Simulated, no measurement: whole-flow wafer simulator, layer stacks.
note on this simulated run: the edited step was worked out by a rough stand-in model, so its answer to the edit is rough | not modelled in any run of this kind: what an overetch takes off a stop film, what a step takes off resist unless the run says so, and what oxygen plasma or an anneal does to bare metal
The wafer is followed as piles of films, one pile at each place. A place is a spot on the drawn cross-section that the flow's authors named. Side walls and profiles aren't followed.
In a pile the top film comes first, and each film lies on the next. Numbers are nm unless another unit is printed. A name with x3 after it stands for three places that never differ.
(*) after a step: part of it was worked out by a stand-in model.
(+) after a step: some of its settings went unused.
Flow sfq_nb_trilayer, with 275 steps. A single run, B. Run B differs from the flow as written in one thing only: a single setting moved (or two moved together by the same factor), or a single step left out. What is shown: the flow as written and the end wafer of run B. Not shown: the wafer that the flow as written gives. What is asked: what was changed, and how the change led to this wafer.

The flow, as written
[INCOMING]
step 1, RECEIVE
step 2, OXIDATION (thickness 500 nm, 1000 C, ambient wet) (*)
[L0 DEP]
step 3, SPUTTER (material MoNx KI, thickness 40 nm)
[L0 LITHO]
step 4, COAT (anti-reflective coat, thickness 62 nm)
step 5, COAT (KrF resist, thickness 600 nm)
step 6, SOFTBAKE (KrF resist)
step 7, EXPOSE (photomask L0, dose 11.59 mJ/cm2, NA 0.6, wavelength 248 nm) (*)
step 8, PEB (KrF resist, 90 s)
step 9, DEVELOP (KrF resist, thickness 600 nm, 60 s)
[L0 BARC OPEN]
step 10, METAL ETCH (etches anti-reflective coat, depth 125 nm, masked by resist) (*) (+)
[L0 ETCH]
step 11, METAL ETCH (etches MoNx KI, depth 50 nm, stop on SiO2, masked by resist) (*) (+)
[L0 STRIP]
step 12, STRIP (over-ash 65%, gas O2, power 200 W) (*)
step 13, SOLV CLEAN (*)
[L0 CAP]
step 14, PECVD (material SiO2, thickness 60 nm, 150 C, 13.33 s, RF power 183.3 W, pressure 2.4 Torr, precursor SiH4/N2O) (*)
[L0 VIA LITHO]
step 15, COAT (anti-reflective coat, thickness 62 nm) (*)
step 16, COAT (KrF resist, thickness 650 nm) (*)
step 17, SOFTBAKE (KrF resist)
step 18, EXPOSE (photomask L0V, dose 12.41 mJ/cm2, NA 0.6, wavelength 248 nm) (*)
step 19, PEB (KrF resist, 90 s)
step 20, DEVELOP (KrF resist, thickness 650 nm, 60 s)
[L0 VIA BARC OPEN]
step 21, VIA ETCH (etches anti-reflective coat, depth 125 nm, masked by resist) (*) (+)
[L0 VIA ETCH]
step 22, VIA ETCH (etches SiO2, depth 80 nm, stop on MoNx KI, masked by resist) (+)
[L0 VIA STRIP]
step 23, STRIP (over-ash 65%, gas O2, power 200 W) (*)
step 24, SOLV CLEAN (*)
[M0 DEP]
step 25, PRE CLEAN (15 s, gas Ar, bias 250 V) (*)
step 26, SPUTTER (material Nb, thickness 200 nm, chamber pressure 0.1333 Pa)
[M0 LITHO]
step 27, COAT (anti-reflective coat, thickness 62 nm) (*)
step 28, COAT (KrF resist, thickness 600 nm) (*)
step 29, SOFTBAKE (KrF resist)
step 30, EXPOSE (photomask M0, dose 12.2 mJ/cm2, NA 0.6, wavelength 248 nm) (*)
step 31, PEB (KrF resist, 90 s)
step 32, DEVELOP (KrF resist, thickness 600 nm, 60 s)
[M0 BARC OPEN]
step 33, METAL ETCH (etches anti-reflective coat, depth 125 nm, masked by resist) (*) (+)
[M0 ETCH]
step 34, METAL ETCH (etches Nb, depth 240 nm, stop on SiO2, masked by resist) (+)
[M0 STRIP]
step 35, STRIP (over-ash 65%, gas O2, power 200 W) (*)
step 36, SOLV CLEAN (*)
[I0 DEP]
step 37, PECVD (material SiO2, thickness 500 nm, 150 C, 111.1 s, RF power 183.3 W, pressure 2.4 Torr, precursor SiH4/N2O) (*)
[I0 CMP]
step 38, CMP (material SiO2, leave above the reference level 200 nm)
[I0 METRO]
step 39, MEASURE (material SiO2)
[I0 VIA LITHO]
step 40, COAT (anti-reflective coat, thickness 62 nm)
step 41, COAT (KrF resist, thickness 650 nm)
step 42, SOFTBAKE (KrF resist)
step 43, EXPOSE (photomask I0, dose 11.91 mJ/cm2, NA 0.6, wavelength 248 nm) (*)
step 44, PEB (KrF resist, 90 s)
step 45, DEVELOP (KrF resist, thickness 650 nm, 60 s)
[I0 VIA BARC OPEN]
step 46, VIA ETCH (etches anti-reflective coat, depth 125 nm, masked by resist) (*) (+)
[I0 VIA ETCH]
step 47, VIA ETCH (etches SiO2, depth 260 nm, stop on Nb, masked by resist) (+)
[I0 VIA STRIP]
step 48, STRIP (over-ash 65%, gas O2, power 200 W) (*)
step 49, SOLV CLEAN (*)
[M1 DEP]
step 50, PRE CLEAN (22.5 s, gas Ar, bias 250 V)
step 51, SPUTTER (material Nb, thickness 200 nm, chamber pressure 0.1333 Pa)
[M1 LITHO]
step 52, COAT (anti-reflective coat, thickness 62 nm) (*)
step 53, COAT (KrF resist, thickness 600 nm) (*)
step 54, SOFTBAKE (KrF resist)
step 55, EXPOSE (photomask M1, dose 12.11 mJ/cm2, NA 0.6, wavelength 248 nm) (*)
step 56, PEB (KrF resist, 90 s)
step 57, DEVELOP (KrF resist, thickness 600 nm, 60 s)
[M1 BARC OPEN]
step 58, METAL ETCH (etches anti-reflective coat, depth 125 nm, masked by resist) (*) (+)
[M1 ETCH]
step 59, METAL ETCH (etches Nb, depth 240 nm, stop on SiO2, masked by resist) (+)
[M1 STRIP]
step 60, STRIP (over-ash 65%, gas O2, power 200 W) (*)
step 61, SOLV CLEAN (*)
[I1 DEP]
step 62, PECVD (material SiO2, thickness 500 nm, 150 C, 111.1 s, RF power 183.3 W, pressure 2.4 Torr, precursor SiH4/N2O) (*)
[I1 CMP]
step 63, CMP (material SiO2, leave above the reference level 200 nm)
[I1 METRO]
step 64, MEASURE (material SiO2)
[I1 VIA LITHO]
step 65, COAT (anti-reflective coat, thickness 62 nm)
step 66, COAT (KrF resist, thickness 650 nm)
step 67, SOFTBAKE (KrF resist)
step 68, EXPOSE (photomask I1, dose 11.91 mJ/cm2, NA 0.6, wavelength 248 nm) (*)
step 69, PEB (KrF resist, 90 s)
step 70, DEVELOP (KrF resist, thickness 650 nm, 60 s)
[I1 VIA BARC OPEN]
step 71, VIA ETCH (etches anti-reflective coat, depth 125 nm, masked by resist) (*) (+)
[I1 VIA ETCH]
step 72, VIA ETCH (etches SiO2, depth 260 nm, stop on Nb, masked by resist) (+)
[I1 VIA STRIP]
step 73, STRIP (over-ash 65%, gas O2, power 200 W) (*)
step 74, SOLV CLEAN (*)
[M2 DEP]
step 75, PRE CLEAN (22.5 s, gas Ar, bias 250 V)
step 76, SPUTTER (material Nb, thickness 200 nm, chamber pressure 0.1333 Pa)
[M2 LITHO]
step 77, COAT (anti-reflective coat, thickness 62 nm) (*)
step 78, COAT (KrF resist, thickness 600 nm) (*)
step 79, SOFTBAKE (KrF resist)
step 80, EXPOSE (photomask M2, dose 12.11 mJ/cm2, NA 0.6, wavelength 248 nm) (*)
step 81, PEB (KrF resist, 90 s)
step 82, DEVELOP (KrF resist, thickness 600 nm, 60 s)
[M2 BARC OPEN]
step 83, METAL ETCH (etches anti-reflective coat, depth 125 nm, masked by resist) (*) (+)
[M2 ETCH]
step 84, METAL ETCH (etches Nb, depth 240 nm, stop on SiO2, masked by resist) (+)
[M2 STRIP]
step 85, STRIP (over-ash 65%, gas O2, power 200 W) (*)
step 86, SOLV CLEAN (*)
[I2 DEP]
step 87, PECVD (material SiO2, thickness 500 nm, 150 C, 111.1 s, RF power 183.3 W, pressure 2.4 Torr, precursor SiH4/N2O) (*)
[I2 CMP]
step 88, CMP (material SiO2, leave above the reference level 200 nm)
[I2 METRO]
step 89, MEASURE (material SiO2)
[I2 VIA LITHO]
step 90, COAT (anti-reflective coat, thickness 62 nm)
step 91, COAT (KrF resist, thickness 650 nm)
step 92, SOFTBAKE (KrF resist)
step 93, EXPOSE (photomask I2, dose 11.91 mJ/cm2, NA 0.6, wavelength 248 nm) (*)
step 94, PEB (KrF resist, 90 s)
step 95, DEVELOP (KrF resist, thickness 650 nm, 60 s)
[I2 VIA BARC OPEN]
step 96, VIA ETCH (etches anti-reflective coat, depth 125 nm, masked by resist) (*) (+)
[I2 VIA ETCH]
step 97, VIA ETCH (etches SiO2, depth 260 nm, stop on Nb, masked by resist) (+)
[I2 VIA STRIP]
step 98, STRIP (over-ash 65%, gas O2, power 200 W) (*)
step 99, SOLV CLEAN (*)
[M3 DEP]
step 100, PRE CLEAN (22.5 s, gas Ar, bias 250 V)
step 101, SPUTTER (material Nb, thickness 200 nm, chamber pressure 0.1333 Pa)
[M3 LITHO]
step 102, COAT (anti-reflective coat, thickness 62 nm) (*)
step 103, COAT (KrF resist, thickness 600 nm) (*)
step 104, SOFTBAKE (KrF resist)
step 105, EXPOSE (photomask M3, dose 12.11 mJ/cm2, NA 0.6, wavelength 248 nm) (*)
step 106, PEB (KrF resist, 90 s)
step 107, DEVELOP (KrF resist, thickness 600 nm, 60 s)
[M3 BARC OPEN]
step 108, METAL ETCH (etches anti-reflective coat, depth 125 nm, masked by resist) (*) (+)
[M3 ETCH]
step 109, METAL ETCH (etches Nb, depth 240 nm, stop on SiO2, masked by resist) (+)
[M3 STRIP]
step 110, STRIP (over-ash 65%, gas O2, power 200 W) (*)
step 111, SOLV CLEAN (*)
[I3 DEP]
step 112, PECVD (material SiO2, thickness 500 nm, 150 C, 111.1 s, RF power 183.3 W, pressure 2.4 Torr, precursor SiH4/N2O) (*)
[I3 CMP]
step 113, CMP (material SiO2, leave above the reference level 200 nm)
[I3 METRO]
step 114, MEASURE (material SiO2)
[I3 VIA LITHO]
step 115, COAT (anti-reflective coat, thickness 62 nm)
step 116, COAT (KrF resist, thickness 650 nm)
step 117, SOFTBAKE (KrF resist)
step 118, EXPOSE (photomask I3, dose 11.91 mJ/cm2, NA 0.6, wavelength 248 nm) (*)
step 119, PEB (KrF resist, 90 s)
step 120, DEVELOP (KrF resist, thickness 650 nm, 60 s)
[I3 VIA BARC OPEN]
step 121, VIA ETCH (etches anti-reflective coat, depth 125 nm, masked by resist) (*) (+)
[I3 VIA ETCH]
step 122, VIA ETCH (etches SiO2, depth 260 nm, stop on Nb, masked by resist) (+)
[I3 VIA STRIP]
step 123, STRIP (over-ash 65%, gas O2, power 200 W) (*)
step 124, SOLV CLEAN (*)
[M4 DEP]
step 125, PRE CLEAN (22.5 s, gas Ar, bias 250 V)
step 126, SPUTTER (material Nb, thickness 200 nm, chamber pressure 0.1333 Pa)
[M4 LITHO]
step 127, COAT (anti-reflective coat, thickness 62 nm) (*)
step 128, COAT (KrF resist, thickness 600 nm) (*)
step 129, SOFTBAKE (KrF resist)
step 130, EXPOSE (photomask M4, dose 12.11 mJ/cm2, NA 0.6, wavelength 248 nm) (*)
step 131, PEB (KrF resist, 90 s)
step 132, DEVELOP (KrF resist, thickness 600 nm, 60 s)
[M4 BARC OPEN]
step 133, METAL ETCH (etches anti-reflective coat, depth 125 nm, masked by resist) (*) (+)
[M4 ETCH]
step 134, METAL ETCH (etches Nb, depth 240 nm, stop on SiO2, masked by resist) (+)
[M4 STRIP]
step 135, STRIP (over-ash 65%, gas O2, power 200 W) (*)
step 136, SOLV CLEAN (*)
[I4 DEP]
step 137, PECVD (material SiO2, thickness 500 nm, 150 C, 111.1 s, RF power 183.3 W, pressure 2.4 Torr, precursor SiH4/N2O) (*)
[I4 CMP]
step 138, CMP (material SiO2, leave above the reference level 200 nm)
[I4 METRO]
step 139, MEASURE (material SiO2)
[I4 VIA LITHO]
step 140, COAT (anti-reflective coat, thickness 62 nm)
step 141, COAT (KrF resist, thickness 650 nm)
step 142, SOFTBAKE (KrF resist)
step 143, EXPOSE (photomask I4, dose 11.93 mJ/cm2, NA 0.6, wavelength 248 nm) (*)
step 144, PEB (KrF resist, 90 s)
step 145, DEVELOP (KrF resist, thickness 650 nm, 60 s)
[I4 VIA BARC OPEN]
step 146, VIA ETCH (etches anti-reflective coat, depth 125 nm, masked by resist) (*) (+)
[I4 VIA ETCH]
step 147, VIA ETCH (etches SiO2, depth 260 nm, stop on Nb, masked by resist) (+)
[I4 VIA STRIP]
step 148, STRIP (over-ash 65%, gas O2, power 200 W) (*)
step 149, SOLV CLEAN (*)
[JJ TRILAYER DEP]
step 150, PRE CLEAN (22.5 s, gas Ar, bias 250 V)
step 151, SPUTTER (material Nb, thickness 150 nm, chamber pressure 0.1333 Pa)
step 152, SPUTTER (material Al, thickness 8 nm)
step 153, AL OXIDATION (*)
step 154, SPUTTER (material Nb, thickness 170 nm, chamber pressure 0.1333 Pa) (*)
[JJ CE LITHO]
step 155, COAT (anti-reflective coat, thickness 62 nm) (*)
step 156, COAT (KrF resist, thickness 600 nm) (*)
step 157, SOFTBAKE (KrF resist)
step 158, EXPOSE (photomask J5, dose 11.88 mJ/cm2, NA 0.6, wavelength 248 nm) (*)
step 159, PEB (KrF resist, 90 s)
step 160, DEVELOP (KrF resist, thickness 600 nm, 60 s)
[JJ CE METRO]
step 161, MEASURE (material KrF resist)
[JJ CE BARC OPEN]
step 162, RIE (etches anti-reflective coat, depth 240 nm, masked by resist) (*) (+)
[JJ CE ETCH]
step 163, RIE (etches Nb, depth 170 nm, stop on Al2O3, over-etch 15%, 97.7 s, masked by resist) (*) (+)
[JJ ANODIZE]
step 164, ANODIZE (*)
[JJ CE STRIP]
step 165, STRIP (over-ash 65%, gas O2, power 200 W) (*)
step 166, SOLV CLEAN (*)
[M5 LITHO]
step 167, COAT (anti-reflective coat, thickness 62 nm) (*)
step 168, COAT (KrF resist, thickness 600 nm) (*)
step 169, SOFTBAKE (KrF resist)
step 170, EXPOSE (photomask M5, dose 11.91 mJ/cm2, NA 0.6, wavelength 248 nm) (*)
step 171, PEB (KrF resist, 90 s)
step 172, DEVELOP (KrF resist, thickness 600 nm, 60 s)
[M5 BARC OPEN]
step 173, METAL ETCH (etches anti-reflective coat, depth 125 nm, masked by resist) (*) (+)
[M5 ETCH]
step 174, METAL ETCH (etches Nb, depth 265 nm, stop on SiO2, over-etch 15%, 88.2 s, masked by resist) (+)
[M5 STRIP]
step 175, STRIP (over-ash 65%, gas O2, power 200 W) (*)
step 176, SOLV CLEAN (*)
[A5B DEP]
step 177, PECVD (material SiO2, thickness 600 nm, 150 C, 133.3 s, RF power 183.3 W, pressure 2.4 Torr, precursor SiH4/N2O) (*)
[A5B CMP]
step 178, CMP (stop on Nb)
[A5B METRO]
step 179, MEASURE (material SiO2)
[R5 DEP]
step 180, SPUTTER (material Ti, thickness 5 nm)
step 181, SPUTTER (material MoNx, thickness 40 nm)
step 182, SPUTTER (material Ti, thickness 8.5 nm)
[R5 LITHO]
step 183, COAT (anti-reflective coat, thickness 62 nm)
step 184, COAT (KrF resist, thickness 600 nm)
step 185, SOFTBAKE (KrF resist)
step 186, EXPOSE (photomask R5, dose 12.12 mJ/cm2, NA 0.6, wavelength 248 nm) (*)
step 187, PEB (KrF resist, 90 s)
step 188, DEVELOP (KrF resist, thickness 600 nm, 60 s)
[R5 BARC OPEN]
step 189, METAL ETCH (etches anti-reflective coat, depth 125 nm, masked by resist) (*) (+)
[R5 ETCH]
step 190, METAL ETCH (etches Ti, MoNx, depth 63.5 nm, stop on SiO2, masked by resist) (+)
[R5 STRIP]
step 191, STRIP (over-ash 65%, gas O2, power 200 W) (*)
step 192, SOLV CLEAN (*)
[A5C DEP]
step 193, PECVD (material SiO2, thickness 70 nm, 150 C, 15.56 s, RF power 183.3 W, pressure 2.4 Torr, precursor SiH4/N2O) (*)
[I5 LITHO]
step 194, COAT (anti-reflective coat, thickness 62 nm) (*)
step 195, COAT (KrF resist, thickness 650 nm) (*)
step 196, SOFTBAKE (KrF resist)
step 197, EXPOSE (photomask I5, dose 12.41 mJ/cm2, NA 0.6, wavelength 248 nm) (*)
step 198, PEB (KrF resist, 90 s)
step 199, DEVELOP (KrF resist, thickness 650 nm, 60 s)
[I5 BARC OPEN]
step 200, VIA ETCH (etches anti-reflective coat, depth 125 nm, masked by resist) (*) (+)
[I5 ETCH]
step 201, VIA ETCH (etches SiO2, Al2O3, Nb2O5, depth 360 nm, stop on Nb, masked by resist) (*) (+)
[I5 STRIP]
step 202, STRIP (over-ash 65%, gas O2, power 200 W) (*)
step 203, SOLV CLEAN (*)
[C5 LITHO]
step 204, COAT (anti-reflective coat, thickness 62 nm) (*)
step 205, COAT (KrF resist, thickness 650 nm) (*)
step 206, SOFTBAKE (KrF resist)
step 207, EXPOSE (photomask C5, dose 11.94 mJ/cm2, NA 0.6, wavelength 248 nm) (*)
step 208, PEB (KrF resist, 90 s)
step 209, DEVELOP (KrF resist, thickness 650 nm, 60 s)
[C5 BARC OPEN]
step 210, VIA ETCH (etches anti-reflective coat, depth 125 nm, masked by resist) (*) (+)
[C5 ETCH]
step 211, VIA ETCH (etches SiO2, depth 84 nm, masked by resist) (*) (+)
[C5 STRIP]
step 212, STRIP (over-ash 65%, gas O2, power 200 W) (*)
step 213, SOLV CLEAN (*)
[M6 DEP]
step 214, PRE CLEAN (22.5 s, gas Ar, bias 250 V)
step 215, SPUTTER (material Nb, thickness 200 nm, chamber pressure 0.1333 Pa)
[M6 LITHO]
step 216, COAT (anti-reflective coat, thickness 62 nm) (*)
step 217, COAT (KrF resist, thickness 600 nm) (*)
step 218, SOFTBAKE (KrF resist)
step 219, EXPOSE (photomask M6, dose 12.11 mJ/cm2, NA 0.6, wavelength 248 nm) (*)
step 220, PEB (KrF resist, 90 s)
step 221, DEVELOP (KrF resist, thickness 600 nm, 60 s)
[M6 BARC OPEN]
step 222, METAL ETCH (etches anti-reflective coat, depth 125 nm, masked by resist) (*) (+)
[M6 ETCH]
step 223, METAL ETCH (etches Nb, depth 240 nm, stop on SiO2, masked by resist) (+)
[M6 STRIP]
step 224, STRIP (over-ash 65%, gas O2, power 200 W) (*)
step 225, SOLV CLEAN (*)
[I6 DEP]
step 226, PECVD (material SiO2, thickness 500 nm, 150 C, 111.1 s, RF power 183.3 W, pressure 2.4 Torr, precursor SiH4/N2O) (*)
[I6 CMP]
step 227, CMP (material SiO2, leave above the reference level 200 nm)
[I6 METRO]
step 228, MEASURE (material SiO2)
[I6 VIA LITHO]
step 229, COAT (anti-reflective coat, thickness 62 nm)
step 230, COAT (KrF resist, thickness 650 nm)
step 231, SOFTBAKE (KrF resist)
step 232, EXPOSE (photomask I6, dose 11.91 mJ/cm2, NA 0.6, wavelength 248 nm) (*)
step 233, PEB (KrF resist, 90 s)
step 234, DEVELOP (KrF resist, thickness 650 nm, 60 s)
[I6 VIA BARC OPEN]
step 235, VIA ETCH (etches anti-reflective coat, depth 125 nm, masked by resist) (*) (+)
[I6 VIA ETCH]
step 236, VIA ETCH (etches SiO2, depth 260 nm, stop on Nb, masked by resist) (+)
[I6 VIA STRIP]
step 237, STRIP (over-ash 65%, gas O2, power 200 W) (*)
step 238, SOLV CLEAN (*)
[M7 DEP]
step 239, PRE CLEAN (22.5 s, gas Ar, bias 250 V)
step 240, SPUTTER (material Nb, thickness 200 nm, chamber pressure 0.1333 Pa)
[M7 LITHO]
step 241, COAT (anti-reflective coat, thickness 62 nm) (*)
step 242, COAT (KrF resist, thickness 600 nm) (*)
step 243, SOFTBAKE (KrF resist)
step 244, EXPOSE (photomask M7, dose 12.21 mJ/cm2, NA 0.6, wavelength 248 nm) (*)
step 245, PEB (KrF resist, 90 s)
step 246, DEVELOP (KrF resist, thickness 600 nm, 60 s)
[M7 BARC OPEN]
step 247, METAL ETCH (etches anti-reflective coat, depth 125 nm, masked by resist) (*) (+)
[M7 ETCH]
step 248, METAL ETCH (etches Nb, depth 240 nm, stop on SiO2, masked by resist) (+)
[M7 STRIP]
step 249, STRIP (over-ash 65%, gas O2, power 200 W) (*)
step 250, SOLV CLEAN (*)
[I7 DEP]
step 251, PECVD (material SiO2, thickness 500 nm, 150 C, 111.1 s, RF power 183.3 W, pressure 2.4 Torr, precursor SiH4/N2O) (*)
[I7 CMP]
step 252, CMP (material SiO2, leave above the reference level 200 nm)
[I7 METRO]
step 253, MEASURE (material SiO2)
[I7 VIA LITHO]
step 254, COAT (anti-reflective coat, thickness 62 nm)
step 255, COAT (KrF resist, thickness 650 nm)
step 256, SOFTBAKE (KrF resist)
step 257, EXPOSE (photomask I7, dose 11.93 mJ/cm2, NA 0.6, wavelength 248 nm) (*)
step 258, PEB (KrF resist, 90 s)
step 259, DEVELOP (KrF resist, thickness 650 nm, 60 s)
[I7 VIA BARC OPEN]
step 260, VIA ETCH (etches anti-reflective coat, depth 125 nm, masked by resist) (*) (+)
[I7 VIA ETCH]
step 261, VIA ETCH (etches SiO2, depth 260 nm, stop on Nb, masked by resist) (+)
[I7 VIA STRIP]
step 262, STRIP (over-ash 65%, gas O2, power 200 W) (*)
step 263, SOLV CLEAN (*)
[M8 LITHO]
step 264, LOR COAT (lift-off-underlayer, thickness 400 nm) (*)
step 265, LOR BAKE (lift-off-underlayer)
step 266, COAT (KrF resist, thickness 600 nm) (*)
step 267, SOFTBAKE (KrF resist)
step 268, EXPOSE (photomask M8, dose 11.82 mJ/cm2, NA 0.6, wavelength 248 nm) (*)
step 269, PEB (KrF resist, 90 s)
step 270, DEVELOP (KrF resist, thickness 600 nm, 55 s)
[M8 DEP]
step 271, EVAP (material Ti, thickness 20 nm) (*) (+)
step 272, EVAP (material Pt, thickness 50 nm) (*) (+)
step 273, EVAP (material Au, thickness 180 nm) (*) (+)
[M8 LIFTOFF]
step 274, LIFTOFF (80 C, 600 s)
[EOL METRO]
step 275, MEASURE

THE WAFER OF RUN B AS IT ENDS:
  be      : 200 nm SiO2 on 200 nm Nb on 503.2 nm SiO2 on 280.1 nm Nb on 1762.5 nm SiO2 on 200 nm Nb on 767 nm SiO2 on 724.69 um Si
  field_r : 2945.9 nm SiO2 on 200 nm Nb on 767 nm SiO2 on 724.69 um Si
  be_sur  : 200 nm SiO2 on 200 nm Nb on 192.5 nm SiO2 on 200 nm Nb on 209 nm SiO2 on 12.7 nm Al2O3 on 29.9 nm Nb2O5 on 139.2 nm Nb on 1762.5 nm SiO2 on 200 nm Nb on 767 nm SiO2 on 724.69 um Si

Cause: step 2, OXIDATION: thickness 712 nm was run, though the flow has thickness 500 nm.

The path from the change to this, step by step:
  step 2, OXIDATION (thickness 500 nm, 1000 C, ambient wet) (*)
      field_l, v_sur, via_wl and 103 more: +712 SiO2 (new film), -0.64 chemical SiO2 (all of it), -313 Si (in the flow as written it would be: +500 SiO2 (new film), -0.64 chemical SiO2 (all of it), -219.7 Si)
